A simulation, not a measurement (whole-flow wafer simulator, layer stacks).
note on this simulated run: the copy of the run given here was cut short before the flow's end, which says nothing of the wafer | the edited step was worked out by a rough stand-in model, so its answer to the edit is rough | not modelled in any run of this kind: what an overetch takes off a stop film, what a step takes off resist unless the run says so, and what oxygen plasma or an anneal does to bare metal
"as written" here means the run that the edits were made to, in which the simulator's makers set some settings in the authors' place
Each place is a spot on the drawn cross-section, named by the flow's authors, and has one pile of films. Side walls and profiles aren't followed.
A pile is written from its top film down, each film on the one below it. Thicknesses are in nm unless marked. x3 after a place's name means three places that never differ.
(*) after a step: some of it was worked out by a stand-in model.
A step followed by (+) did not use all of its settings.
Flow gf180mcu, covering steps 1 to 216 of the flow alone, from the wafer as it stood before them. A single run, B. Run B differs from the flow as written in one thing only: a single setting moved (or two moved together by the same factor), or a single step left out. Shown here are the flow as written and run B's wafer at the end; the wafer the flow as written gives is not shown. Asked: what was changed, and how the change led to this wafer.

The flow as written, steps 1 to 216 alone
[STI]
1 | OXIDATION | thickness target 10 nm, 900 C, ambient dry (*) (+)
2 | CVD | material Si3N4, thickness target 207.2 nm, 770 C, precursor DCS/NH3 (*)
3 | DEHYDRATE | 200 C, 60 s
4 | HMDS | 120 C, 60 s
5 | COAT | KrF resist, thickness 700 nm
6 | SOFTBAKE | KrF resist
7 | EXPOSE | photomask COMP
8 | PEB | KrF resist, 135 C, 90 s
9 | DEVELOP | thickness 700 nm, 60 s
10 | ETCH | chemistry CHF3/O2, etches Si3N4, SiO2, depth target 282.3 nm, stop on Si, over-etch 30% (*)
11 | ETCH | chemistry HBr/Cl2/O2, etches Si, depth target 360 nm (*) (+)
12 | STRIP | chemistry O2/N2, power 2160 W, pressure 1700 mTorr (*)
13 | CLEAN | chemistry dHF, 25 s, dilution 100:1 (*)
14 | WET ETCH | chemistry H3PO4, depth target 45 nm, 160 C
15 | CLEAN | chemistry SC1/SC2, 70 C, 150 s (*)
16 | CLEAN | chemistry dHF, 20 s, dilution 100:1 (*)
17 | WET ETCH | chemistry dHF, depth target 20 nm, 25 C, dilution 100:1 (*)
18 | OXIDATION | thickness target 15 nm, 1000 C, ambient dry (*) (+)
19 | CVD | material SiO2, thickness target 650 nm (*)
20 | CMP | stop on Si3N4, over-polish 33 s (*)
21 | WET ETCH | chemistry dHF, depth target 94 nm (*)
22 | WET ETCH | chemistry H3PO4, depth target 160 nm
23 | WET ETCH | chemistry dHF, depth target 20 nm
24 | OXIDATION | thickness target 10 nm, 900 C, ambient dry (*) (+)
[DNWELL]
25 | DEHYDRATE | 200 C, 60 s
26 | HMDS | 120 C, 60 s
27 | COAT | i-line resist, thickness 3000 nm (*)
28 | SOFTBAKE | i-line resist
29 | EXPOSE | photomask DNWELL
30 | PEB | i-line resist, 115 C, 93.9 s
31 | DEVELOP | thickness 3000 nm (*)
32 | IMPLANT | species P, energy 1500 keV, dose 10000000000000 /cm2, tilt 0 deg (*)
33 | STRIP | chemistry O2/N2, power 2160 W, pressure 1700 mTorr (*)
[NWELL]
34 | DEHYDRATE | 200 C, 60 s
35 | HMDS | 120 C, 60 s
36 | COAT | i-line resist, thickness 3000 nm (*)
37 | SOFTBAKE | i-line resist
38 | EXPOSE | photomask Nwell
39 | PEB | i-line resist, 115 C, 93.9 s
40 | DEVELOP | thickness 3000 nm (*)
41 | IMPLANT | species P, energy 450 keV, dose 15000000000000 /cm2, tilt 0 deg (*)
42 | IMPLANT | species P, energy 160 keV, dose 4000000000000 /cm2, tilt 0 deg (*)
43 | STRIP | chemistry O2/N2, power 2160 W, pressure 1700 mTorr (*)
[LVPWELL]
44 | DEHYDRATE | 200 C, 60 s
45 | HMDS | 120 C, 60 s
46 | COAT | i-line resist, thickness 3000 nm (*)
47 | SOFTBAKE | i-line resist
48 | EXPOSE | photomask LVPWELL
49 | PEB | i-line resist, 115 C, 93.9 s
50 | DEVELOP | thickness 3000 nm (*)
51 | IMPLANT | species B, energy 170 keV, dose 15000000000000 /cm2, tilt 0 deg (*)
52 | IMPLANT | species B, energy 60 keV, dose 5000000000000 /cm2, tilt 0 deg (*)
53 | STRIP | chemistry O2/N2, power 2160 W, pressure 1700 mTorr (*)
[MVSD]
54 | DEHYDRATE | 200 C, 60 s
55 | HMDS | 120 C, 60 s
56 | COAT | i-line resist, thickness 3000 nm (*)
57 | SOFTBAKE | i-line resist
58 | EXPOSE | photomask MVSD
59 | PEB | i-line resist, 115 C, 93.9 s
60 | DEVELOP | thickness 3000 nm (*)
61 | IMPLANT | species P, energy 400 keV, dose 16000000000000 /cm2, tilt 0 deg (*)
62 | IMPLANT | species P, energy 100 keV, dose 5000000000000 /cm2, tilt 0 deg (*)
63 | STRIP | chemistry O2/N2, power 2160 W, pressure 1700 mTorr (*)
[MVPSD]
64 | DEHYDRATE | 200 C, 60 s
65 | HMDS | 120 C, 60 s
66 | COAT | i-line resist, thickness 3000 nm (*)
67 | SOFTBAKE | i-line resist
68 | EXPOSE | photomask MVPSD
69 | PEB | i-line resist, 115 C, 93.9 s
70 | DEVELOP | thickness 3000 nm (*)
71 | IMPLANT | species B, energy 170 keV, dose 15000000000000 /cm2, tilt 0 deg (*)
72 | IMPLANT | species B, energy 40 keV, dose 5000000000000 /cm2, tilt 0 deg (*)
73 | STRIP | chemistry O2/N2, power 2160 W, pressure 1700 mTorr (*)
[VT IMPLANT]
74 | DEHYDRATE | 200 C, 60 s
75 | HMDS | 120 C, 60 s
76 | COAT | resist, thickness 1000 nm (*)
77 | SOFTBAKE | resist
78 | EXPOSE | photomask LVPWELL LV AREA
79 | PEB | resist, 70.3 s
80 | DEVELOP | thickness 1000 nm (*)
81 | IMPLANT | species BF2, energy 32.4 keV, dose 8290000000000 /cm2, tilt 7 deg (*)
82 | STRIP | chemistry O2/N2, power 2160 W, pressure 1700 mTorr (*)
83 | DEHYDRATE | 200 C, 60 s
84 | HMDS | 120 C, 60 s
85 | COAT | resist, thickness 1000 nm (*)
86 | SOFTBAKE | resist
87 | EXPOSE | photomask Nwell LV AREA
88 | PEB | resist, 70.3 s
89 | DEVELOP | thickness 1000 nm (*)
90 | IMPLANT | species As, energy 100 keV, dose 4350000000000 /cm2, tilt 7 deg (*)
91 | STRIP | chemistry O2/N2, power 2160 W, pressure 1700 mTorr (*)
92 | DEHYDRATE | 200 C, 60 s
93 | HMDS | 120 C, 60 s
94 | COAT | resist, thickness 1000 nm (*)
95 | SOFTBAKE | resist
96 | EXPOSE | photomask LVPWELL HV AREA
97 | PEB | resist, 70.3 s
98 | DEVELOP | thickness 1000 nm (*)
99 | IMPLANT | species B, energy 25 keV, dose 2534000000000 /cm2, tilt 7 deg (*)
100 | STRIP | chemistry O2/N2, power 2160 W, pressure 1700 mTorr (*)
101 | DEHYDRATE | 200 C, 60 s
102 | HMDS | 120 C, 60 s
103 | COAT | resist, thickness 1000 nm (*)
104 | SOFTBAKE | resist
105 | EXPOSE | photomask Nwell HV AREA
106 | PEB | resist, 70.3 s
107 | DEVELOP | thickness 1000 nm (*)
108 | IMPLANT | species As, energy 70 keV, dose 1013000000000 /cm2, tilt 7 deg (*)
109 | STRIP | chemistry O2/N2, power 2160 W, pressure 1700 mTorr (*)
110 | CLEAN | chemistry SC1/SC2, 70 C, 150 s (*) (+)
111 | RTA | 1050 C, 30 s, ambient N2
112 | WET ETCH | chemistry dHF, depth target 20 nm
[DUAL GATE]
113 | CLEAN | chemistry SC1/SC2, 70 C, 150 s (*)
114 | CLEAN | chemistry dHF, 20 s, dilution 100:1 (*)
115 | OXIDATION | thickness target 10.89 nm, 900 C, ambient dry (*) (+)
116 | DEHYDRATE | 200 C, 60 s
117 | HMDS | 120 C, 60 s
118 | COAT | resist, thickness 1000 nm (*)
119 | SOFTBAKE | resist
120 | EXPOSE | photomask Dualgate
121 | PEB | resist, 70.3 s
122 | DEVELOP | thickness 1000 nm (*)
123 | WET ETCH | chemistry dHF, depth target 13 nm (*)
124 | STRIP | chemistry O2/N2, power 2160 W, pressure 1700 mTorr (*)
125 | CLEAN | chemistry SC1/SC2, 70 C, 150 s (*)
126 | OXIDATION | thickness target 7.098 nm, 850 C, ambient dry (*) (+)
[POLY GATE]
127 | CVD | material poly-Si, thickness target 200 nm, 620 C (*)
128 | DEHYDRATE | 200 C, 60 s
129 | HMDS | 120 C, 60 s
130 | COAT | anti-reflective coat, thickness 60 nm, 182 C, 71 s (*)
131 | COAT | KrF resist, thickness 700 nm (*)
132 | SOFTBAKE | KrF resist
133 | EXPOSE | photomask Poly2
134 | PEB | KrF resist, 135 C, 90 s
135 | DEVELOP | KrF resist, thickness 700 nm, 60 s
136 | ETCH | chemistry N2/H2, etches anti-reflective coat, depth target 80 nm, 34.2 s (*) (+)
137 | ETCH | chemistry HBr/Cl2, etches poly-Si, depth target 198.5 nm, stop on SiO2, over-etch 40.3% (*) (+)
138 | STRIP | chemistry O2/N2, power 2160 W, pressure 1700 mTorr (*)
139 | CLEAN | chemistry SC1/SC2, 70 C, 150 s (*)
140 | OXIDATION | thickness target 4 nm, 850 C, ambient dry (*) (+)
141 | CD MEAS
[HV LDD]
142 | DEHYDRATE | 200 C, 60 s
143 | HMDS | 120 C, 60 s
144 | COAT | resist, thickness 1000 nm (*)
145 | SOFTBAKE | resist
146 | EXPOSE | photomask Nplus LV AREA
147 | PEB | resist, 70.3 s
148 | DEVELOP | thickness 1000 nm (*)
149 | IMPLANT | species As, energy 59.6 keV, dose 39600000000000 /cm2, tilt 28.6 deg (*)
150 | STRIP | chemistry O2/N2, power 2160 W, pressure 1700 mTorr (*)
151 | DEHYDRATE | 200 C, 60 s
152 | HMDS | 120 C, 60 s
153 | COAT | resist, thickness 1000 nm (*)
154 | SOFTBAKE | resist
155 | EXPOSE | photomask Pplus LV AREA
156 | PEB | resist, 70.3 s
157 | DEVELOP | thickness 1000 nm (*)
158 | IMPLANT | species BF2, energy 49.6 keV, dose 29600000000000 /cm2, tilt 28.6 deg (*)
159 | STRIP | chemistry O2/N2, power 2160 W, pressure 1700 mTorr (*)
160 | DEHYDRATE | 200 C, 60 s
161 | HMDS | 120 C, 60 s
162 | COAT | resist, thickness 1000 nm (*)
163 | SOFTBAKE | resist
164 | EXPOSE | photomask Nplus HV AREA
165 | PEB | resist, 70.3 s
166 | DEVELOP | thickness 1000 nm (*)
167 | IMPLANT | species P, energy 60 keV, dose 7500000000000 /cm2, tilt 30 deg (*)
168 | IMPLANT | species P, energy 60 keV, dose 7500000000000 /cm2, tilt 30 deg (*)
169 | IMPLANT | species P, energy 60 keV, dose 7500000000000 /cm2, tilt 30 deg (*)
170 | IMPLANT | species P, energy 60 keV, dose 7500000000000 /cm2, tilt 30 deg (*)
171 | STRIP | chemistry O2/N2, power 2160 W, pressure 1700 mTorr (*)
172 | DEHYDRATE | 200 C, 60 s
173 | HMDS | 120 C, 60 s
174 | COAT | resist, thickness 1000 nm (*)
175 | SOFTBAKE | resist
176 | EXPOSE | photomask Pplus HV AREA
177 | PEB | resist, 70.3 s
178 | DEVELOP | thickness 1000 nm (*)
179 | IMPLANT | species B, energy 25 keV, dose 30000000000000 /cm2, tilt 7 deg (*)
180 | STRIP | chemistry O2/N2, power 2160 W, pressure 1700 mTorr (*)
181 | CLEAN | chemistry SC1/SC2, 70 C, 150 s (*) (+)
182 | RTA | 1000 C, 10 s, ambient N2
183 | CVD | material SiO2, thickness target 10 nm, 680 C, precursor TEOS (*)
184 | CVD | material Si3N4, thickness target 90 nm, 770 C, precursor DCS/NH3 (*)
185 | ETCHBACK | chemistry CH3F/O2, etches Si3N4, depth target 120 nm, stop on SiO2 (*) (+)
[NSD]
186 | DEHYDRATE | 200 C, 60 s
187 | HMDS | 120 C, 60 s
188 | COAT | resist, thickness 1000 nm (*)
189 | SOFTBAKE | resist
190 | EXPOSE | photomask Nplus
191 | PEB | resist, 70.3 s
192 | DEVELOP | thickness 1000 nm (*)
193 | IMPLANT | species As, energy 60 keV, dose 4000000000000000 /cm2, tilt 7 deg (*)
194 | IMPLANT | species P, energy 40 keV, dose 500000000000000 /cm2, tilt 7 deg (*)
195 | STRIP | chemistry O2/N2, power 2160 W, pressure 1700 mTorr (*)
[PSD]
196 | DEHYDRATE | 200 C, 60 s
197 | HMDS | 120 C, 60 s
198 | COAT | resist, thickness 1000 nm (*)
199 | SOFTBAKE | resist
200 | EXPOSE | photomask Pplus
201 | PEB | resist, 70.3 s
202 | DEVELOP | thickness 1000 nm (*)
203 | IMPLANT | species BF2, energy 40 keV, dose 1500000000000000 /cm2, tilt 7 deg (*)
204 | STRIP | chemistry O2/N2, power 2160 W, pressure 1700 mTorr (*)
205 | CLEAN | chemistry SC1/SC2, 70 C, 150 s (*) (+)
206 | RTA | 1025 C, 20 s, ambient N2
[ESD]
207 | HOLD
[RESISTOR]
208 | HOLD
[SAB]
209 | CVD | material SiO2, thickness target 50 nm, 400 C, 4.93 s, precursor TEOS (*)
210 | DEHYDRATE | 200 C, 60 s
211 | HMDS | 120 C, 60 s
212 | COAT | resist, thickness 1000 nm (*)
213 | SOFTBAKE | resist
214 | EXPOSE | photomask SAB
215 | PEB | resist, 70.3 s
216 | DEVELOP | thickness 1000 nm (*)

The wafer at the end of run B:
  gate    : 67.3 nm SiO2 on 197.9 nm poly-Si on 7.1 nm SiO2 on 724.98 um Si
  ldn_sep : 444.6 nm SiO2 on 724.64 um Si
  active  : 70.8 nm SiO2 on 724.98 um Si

The reason: step 209, CVD: thickness target 57 nm was run, though the flow has thickness target 50 nm; step 209, CVD: 5.62 s was run, where the flow has 4.93 s.

Step by step, how the change led to this:
  209 | CVD | material SiO2, thickness target 50 nm, 400 C, 4.93 s, precursor TEOS (*)
      field, field__w7, field__w8 and 73 more: SiO2 gains 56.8 (it would be, as written: SiO2 gains 50)
      field_sub__w1, field_sub__w3, field_sub__w4, field_sub__w5, ld_drift_n, nplus_u: SiO2 gains 55.6 (it would be, as written: SiO2 gains 48.9)
      (as well as at 27 more places)
